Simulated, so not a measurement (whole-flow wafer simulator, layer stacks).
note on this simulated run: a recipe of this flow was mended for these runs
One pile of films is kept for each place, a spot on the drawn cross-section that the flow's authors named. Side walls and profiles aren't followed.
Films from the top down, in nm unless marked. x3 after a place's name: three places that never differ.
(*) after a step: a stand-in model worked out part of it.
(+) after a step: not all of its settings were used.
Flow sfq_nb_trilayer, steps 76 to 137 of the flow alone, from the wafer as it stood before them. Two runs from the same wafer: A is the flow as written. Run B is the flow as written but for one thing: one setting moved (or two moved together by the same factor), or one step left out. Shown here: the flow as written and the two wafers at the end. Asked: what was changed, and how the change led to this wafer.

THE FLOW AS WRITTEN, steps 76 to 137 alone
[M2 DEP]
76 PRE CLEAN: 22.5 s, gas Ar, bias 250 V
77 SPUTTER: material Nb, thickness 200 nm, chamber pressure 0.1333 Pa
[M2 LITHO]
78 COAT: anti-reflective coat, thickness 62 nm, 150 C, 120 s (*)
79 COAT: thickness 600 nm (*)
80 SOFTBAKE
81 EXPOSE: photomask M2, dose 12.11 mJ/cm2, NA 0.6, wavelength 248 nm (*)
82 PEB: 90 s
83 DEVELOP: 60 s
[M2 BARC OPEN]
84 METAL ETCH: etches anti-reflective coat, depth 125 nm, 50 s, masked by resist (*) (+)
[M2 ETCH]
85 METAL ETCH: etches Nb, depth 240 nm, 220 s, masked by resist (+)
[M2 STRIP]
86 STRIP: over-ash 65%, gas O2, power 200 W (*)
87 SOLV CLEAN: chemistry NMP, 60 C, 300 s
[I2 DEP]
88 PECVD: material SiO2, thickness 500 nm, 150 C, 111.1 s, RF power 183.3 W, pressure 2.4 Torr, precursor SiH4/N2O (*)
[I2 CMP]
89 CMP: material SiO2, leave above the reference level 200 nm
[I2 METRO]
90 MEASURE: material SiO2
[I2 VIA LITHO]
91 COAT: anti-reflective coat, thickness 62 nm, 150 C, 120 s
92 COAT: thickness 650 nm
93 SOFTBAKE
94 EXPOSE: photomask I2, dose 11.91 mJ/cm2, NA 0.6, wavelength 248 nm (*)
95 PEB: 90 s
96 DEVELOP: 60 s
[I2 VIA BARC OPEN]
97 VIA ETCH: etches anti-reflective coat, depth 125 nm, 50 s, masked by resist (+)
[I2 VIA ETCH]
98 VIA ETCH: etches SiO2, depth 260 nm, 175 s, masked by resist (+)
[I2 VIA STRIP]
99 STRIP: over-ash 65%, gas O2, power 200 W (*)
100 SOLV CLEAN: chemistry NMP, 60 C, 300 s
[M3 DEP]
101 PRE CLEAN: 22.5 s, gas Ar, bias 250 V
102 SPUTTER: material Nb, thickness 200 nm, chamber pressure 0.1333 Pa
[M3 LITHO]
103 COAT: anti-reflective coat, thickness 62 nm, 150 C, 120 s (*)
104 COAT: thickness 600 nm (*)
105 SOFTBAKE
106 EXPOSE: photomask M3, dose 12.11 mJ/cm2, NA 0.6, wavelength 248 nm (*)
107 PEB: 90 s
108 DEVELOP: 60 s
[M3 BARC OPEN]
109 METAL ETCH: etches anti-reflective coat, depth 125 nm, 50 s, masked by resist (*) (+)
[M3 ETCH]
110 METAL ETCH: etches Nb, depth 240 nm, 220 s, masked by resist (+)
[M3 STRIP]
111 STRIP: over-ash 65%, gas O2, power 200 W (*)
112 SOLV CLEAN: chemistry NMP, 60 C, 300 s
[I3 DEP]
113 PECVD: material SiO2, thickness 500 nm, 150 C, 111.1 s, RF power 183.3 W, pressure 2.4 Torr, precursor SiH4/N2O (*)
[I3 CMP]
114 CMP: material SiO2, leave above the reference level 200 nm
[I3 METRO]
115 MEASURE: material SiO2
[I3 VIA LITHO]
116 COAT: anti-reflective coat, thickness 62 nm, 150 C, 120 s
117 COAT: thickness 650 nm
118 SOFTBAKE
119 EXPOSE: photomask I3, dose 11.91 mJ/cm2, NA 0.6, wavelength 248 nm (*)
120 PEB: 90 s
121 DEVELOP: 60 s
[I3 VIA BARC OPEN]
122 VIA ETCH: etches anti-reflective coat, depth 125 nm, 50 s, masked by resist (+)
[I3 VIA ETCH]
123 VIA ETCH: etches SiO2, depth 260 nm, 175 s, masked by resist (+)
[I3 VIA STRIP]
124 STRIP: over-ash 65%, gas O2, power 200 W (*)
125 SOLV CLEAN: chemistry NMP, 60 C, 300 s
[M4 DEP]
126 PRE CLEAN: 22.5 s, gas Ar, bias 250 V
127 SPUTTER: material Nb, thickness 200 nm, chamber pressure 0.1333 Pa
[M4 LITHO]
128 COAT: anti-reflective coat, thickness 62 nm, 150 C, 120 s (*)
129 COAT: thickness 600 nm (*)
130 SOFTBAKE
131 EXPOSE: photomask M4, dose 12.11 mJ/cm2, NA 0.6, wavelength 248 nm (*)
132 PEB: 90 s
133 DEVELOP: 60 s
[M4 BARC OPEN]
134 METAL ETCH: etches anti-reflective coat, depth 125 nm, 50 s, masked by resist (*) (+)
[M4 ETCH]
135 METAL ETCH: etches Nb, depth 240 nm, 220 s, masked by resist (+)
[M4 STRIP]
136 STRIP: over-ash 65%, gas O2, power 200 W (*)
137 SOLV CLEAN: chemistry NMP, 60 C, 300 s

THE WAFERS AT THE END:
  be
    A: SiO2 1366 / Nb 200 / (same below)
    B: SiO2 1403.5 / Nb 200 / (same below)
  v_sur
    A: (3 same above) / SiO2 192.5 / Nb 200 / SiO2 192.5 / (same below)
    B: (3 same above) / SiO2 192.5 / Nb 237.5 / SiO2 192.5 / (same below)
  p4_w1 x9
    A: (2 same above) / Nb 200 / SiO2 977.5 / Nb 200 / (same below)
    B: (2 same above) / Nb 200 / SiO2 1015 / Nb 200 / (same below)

The cause: step 77, SPUTTER: thickness 237.5 nm was run, where the flow has thickness 200 nm.
It can be read off the wafer: v_sur has Nb 237.5, and step 77 as written asks for 200 nm.

How the change led to this, step by step:
  77 SPUTTER: material Nb, thickness 200 nm, chamber pressure 0.1333 Pa
      field_l, v_sur, via_wl and 102 more: A Nb +200 (new film) | B Nb +237.5 (new film)
      via_v: A Nb +172.8 | B Nb +205.4
  78 COAT: anti-reflective coat, thickness 62 nm, 150 C, 120 s (*)
      wire: A anti-reflective coat +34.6 (new film) | B anti-reflective coat +33.8 (new film)
  85 METAL ETCH: etches Nb, depth 240 nm, 220 s, masked by resist (+)
      field_l, be, be_sur and 81 more: A Nb -200 (all of it), SiO2 -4 | B Nb -237.5 (all of it), SiO2 -0.25
  86 STRIP: over-ash 65%, gas O2, power 200 W (*)
      wire: A KrF-resist-other-grade -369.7 (all of it), anti-reflective coat -34.6 (all of it) | B KrF-resist-other-grade -369.7 (all of it), anti-reflective coat -33.8 (all of it)
  88 PECVD: material SiO2, thickness 500 nm, 150 C, 111.1 s, RF power 183.3 W, pressure 2.4 Torr, precursor SiH4/N2O (*)
      via_v: A SiO2 +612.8 (new film) | B SiO2 +593.1 (new film)
  89 CMP: material SiO2, leave above the reference level 200 nm
      field_l, be, be_sur and 81 more: A SiO2 -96 | B SiO2 -62.2
      via_v: A SiO2 -181.6 | B SiO2 -157.1
